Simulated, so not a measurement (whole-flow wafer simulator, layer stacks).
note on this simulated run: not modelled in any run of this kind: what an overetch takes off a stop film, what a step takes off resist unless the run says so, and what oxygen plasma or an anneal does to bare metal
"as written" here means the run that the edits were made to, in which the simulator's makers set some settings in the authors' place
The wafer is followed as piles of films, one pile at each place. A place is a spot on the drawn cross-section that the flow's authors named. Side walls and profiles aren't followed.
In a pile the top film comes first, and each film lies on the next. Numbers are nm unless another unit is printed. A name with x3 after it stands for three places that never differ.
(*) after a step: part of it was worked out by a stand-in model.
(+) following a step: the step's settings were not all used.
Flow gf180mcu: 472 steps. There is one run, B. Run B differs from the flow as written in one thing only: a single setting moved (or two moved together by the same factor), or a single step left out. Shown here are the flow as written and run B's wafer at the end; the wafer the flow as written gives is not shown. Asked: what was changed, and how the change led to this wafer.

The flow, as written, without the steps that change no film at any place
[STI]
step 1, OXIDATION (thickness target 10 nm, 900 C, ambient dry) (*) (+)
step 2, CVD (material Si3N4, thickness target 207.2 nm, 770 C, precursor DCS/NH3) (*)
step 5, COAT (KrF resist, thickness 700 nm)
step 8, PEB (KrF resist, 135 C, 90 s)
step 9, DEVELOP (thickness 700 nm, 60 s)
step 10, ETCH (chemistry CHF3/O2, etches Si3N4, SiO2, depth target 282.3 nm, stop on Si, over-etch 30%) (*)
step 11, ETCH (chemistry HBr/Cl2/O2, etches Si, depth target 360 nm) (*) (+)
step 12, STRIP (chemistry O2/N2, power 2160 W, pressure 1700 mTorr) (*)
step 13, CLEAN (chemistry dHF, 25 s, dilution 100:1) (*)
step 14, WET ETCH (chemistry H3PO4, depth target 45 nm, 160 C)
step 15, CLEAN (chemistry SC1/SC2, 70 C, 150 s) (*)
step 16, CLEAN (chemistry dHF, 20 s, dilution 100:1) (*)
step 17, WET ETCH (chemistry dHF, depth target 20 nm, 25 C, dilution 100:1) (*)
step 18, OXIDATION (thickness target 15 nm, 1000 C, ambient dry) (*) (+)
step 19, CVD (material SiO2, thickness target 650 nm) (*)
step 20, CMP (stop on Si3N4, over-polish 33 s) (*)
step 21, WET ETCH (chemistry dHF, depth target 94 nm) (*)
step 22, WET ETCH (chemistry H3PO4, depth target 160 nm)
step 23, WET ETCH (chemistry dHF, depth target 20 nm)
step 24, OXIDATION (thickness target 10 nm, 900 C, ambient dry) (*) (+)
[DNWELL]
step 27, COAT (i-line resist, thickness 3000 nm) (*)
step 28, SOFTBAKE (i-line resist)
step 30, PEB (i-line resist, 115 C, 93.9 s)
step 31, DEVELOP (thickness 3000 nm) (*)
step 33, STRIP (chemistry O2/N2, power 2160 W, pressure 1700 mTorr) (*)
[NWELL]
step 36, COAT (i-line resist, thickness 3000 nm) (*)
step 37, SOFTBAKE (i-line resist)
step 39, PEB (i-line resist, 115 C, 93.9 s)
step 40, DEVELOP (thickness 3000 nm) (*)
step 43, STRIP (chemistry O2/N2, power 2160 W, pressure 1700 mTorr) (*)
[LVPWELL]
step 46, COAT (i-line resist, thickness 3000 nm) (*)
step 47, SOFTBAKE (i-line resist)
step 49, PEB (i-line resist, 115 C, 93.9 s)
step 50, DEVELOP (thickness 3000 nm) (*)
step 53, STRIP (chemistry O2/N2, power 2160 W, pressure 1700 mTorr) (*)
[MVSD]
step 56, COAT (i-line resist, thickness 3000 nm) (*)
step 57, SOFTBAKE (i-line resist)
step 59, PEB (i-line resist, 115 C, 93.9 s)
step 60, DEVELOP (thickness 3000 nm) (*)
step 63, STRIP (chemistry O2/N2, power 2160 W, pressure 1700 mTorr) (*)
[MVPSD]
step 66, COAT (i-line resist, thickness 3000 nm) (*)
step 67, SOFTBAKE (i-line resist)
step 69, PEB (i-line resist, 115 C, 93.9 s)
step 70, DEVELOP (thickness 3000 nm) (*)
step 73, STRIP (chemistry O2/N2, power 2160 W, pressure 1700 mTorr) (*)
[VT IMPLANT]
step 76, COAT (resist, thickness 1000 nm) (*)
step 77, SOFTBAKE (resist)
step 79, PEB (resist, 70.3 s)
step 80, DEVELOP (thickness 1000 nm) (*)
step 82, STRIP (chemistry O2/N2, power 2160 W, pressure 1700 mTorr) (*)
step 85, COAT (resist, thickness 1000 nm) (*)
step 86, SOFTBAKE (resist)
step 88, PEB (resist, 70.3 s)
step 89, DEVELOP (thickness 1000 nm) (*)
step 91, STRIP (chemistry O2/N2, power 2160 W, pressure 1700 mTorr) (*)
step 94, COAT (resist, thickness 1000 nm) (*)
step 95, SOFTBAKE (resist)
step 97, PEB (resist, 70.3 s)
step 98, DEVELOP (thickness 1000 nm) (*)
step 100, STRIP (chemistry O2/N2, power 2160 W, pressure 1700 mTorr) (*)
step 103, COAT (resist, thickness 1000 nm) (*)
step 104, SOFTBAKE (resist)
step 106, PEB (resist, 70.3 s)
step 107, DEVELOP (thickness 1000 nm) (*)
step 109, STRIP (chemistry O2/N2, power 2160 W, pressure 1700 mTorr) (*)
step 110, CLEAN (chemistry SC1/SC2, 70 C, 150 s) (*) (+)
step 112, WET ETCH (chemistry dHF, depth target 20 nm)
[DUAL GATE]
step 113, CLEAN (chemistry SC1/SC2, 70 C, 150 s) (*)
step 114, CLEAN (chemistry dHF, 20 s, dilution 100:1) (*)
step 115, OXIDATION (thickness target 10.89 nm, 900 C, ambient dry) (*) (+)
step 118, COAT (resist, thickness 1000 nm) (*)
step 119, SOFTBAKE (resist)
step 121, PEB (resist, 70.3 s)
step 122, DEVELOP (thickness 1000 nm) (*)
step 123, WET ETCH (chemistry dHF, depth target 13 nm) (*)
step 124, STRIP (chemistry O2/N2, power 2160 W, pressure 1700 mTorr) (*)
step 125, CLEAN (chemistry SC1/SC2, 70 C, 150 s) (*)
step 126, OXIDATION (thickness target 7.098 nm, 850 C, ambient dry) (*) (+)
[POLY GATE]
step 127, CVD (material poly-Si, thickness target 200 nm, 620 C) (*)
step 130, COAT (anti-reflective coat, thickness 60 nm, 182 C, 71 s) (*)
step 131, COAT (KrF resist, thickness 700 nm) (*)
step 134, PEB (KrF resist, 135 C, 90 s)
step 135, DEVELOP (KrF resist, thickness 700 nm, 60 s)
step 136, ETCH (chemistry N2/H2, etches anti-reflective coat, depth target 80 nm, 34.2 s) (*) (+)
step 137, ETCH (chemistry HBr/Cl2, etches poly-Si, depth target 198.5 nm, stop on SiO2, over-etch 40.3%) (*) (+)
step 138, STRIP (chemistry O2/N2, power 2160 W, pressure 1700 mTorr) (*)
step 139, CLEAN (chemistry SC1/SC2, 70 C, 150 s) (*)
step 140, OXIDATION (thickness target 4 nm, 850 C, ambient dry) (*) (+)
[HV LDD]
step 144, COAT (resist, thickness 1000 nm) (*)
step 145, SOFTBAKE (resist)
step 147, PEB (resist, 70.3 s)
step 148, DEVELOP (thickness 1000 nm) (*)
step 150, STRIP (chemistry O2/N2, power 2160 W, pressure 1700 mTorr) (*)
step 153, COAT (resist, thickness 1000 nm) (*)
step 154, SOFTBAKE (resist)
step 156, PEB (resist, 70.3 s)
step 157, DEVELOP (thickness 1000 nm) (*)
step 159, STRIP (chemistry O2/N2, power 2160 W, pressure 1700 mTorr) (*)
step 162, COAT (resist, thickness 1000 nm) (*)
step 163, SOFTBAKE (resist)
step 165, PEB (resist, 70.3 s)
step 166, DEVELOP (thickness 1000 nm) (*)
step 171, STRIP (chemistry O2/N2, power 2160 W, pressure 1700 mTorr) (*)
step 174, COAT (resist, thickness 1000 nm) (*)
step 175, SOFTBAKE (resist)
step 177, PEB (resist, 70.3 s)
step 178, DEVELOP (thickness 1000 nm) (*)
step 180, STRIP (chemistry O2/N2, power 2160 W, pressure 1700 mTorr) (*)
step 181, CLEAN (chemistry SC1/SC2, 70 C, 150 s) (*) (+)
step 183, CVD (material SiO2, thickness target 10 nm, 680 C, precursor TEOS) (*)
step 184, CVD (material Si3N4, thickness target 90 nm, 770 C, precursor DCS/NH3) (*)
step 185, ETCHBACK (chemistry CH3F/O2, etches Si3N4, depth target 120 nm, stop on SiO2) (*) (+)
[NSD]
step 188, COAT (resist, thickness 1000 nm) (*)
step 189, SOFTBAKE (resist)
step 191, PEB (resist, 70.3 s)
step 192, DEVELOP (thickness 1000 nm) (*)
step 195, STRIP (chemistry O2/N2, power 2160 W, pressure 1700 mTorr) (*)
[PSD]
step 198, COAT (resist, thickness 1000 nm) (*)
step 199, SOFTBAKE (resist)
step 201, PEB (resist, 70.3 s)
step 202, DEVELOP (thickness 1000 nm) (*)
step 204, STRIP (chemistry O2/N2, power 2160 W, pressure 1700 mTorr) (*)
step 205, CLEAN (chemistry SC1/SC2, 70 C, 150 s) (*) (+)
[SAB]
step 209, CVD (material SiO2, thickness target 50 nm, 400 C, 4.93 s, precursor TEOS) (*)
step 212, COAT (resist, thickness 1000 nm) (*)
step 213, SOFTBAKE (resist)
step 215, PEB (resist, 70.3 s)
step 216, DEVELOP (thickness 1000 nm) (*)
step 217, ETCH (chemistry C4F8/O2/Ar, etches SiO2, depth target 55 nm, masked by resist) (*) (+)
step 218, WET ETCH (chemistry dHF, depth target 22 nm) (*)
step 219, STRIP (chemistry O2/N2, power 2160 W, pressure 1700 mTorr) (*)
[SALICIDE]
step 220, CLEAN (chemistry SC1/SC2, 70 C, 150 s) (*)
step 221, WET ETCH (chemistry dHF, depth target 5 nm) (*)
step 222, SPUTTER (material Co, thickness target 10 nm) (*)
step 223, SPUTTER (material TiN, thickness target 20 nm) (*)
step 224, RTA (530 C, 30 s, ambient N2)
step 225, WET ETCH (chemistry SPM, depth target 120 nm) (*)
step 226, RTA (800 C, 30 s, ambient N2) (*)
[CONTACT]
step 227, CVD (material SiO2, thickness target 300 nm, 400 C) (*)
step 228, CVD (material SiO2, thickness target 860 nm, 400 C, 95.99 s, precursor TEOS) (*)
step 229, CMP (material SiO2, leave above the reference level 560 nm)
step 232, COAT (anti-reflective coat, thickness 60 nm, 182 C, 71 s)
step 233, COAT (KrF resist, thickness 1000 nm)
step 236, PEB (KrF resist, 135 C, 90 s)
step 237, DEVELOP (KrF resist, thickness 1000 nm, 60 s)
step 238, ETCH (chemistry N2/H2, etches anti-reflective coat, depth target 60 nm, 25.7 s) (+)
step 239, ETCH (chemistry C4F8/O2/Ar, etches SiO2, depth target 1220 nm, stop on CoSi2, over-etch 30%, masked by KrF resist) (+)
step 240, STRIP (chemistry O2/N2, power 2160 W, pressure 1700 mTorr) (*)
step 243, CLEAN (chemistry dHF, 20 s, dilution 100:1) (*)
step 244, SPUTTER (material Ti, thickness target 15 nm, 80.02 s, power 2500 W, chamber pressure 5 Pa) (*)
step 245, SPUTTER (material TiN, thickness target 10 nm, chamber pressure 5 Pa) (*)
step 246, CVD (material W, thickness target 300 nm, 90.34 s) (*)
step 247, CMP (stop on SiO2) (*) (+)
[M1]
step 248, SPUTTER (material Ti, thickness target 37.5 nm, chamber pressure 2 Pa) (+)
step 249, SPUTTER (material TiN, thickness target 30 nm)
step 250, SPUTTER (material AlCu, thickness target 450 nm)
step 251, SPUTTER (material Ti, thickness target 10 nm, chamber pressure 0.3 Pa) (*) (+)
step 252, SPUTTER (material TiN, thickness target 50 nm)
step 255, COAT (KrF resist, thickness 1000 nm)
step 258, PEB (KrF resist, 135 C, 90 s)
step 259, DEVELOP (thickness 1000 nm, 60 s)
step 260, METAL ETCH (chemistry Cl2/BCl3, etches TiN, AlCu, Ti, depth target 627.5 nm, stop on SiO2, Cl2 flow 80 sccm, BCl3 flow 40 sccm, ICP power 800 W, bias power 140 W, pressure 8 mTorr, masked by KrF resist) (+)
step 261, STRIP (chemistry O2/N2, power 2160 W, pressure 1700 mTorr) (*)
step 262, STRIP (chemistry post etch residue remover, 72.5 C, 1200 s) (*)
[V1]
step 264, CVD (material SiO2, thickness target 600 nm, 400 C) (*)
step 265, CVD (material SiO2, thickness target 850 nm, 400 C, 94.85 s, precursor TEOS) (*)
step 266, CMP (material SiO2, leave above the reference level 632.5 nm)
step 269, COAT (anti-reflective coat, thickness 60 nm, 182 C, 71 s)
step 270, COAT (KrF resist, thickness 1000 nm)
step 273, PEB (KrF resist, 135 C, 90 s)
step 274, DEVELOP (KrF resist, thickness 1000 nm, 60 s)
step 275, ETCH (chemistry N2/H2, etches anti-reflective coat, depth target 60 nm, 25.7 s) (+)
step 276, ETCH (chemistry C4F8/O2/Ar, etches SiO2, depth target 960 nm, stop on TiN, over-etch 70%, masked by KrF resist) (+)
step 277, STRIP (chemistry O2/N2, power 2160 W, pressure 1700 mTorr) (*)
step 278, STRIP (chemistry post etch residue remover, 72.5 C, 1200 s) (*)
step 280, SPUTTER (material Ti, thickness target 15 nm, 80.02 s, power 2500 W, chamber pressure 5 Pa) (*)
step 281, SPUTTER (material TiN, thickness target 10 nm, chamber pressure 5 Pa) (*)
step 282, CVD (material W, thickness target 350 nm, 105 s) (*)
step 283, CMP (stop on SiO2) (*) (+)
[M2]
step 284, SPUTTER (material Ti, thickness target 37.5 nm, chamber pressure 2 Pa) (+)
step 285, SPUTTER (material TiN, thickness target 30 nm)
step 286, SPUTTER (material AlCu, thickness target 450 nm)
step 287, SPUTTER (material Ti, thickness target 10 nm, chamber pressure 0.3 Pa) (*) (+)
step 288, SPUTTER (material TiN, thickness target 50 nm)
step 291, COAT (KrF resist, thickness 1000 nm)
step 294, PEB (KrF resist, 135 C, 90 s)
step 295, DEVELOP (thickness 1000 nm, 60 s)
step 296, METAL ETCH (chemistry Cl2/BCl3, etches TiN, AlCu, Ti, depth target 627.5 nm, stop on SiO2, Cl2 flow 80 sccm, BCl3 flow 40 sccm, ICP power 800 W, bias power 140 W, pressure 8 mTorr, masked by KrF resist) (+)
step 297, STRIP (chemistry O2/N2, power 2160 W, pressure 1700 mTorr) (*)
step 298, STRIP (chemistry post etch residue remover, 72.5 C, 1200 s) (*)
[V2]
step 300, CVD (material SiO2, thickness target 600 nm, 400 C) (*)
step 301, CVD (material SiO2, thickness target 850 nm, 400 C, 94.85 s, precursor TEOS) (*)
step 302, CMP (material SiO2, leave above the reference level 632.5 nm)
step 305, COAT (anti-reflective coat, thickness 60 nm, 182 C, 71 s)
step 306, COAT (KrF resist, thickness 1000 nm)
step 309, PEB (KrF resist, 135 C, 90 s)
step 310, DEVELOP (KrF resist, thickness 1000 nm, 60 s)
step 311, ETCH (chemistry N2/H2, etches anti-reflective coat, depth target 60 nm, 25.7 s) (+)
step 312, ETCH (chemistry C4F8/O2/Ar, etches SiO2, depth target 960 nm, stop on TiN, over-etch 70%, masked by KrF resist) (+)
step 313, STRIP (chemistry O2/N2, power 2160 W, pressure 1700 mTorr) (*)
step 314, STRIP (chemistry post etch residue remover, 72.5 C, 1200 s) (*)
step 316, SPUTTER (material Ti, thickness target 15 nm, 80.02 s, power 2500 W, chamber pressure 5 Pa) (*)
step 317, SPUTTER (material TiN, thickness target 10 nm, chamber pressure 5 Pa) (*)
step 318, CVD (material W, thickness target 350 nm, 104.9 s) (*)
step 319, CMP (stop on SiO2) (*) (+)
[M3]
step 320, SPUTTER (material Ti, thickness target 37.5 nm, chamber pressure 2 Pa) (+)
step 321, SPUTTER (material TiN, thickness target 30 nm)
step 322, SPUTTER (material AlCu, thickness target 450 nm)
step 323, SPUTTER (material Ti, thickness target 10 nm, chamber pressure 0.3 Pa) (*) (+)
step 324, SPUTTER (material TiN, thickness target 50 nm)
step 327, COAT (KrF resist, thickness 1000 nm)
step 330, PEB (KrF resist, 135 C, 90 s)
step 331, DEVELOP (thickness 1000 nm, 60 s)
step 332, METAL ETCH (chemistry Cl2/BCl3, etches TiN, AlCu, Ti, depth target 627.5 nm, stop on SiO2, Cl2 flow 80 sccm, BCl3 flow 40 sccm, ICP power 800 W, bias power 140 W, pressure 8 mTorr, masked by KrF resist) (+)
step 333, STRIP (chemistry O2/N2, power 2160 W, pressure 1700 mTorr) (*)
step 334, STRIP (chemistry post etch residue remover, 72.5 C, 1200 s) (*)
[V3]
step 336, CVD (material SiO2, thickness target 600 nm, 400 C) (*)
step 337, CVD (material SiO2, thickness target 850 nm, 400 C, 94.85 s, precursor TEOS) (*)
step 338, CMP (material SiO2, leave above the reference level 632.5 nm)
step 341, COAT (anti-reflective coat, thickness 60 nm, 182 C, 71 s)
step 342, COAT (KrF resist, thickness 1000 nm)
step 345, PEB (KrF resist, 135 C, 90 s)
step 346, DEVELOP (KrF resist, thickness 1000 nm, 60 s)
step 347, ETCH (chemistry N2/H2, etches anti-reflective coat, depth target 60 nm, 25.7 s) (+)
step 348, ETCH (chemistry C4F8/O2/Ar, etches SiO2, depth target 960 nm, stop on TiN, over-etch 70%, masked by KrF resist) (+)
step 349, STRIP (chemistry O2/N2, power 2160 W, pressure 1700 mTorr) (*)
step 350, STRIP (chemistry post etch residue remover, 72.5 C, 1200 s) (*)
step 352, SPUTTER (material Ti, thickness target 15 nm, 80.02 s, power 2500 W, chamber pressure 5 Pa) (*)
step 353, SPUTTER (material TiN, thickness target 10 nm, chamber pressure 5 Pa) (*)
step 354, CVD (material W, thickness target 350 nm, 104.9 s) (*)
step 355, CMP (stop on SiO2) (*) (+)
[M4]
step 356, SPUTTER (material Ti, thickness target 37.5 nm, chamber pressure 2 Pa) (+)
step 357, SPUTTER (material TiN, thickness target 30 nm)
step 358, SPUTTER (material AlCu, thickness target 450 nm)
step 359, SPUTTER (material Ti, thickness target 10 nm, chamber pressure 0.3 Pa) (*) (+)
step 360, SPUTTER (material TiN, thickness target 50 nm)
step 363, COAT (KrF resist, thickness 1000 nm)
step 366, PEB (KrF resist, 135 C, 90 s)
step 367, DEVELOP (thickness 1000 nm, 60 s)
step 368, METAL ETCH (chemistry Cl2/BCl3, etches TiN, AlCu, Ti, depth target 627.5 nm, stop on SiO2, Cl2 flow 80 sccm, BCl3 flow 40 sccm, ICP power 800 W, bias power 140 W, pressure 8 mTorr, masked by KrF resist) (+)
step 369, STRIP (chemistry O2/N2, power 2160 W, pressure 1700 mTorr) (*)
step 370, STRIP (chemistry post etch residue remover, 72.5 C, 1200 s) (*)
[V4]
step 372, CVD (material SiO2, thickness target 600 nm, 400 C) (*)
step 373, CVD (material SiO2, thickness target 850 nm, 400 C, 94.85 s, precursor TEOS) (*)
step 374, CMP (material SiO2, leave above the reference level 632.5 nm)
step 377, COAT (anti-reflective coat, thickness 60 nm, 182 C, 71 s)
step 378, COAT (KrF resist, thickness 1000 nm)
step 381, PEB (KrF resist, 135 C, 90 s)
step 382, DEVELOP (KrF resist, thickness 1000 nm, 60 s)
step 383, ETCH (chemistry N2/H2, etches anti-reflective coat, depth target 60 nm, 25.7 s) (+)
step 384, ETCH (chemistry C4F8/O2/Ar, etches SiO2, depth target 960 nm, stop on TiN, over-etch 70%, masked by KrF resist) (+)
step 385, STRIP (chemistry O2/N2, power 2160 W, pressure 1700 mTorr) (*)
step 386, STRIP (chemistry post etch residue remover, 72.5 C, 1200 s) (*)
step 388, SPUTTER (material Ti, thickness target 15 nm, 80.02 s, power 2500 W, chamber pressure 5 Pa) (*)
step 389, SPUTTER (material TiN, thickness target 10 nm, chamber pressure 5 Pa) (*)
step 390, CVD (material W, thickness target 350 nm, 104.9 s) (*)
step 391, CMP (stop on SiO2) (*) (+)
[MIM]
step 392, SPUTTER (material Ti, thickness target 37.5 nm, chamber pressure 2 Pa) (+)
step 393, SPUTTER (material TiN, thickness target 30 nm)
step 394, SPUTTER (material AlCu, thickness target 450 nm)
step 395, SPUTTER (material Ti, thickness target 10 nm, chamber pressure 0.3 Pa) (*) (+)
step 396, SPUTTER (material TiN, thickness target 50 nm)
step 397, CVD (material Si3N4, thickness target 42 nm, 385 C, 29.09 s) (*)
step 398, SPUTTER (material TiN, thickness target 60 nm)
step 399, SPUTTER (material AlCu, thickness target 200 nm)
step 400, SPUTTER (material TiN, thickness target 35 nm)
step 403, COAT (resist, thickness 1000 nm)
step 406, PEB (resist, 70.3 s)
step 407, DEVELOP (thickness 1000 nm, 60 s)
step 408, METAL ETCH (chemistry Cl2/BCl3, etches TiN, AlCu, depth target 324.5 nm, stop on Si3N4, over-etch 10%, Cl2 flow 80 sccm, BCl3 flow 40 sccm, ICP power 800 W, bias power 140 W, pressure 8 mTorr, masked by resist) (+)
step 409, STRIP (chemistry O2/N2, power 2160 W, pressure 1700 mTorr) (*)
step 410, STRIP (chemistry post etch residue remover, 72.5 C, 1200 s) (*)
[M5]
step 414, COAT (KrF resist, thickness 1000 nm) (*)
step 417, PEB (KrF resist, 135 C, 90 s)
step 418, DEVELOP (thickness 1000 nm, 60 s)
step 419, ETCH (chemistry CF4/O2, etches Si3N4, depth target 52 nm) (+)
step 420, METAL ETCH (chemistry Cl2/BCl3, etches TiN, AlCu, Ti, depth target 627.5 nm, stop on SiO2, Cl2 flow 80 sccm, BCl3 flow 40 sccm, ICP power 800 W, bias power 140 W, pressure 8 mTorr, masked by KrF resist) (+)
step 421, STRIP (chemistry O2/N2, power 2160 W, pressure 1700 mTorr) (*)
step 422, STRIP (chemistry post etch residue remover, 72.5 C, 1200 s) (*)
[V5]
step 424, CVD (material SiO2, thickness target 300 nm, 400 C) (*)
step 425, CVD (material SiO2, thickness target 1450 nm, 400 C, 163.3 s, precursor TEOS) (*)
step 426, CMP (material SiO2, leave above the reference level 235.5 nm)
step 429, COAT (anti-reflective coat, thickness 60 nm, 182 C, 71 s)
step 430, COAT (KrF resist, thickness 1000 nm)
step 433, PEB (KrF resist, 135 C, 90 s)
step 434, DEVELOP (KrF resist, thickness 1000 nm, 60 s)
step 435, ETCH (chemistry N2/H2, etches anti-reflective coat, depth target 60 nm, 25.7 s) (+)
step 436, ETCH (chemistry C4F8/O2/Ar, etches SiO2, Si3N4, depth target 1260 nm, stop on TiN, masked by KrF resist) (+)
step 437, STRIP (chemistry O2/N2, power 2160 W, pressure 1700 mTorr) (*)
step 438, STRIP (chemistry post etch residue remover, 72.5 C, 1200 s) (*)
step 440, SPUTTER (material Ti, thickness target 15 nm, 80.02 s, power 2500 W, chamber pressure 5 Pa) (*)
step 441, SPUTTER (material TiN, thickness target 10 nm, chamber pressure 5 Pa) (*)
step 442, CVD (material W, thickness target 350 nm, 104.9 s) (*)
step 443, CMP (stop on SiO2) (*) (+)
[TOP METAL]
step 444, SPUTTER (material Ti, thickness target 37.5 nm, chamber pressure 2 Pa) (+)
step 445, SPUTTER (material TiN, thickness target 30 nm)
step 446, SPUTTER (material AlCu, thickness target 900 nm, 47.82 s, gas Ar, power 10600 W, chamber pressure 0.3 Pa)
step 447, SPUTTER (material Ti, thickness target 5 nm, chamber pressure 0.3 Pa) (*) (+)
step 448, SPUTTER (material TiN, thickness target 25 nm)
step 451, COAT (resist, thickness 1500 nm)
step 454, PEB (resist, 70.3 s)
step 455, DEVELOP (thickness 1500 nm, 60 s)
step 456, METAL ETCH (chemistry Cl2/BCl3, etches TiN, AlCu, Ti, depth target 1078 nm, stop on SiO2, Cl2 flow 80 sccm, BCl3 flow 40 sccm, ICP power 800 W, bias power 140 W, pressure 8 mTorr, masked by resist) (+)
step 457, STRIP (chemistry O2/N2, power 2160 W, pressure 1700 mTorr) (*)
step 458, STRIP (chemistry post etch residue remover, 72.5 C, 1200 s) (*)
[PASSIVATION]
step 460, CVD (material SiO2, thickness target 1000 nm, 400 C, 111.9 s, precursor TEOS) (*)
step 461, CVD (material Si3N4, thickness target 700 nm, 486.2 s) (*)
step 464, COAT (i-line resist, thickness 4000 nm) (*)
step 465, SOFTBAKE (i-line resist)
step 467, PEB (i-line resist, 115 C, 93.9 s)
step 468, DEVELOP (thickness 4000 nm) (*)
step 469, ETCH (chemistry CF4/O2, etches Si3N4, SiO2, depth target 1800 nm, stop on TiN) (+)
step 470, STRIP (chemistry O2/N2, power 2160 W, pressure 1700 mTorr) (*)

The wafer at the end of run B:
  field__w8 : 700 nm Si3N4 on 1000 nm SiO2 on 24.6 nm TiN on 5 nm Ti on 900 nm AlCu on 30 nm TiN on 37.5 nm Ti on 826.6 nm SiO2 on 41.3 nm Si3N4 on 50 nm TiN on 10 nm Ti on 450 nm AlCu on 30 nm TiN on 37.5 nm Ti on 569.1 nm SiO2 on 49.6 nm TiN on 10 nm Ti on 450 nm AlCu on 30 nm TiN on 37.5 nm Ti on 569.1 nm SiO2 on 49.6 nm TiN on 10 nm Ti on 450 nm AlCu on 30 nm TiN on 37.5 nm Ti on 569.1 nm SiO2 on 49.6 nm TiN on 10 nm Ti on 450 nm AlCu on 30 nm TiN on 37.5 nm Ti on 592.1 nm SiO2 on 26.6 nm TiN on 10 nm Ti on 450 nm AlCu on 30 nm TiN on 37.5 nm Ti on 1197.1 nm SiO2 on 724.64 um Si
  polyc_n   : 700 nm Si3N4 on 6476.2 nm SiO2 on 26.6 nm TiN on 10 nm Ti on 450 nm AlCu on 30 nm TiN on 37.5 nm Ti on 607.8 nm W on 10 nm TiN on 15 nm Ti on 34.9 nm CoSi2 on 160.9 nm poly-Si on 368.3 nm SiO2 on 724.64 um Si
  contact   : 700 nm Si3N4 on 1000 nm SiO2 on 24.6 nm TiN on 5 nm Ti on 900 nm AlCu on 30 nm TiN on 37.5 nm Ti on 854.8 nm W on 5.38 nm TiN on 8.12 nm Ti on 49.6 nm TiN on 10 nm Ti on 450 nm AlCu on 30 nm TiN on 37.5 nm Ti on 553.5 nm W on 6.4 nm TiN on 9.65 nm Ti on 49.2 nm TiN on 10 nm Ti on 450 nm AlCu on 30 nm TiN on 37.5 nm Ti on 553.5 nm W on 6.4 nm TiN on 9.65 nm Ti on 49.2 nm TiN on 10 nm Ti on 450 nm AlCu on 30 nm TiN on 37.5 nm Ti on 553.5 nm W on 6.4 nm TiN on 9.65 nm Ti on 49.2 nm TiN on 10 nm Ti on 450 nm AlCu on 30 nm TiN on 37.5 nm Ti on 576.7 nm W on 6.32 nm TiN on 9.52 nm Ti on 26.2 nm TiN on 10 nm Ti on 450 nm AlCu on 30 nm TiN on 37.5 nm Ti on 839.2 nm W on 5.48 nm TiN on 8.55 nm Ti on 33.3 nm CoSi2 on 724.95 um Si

Cause: step 252, SPUTTER: thickness target 27 nm was run, whereas the flow has thickness target 50 nm.

The path from the change to this, step by step:
  step 252, SPUTTER (material TiN, thickness target 50 nm)
      field, field__w1, field__w2 and 108 more: +27 TiN (new film) (in the flow as written it would be: +50 TiN (new film))
  step 260, METAL ETCH (chemistry Cl2/BCl3, etches TiN, AlCu, Ti, depth target 627.5 nm, stop on SiO2, Cl2 flow 80 sccm, BCl3 flow 40 sccm, ICP power 800 W, bias power 140 W, pressure 8 mTorr, masked by KrF resist) (+)
      field, field__w1, field__w2 and 99 more: -27 TiN (all of it), -10 Ti (all of it), -450 AlCu (all of it), -30 TiN (all of it), -37.5 Ti (all of it) (in the flow as written it would be: -50 TiN (all of it), -10 Ti (all of it), -450 AlCu (all of it), -30 TiN (all of it), -37.5 Ti (all of it))
  step 266, CMP (material SiO2, leave above the reference level 632.5 nm)
      field__w8, contact, m1 and 6 more: -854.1 SiO2 (in the flow as written it would be: -877.1 SiO2)
  step 276, ETCH (chemistry C4F8/O2/Ar, etches SiO2, depth target 960 nm, stop on TiN, over-etch 70%, masked by KrF resist) (+)
      contact: -595.5 SiO2 (all of it) (in the flow as written it would be: -572.5 SiO2 (all of it))
  step 282, CVD (material W, thickness target 350 nm, 105 s) (*)
      contact: +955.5 W (new film) (in the flow as written it would be: +932.3 W (new film))
